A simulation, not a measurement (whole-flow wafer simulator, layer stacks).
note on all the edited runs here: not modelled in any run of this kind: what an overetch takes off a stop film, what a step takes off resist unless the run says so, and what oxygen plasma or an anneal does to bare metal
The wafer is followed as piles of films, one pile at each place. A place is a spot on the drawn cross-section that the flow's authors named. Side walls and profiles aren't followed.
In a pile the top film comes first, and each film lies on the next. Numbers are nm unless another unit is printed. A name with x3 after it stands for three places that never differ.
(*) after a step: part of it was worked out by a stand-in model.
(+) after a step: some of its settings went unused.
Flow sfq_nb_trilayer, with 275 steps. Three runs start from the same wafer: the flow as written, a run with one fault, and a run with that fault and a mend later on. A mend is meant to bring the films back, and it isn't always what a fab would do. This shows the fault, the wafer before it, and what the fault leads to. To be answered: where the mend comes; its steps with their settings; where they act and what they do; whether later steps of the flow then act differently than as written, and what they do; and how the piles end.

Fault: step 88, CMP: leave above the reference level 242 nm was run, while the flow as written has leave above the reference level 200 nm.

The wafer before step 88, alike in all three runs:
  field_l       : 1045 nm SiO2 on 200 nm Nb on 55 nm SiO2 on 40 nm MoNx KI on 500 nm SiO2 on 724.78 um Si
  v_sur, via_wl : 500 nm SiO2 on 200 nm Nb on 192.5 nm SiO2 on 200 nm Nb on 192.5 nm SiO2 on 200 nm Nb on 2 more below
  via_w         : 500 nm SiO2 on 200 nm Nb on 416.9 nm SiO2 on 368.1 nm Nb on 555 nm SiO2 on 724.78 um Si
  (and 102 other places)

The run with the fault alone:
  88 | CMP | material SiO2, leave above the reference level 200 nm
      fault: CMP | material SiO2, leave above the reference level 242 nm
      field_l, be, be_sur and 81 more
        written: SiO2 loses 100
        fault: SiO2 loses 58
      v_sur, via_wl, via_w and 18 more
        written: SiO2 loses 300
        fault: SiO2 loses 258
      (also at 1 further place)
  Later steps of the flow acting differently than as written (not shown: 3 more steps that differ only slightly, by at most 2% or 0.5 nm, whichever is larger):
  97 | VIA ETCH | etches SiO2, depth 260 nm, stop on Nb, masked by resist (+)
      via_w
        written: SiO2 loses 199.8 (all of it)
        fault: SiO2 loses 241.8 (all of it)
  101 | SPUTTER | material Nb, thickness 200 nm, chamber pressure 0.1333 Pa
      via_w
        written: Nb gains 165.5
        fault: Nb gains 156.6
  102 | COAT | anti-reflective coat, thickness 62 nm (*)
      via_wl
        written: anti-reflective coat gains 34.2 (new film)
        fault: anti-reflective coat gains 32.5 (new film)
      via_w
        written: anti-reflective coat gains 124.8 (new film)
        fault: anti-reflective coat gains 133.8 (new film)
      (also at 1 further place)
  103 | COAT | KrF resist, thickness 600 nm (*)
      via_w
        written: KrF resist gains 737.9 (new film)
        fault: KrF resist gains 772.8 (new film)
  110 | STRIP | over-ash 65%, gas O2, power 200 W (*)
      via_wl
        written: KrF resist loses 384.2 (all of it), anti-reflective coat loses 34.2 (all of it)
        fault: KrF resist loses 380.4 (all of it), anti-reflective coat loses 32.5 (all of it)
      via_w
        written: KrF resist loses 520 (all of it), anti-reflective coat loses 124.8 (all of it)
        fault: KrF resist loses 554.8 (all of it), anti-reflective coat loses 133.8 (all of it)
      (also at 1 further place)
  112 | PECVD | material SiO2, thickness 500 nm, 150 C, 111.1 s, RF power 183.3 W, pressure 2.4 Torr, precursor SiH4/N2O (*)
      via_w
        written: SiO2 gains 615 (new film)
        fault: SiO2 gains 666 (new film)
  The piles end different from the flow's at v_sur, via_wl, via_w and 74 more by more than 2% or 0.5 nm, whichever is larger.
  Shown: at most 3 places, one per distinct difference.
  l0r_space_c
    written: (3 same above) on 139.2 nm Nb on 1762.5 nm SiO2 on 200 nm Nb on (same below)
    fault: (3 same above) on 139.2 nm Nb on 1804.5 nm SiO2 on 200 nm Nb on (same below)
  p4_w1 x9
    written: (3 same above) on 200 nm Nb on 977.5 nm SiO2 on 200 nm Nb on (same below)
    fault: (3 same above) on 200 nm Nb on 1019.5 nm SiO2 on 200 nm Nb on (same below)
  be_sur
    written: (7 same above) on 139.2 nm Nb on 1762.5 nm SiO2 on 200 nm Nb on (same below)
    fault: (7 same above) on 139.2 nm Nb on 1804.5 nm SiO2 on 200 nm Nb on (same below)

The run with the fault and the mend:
  After step 89 comes the mend.
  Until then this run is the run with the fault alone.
  89a | CMP | material SiO2, leave above the reference level 200 nm (a further turn of the flow's step 88)
      field_l, v_sur, via_wl and 103 more
        SiO2 loses 42
  Every later step of the flow that is run acts as written at every place that is followed.
  At every place that both follow, the piles at the end match the flow's.
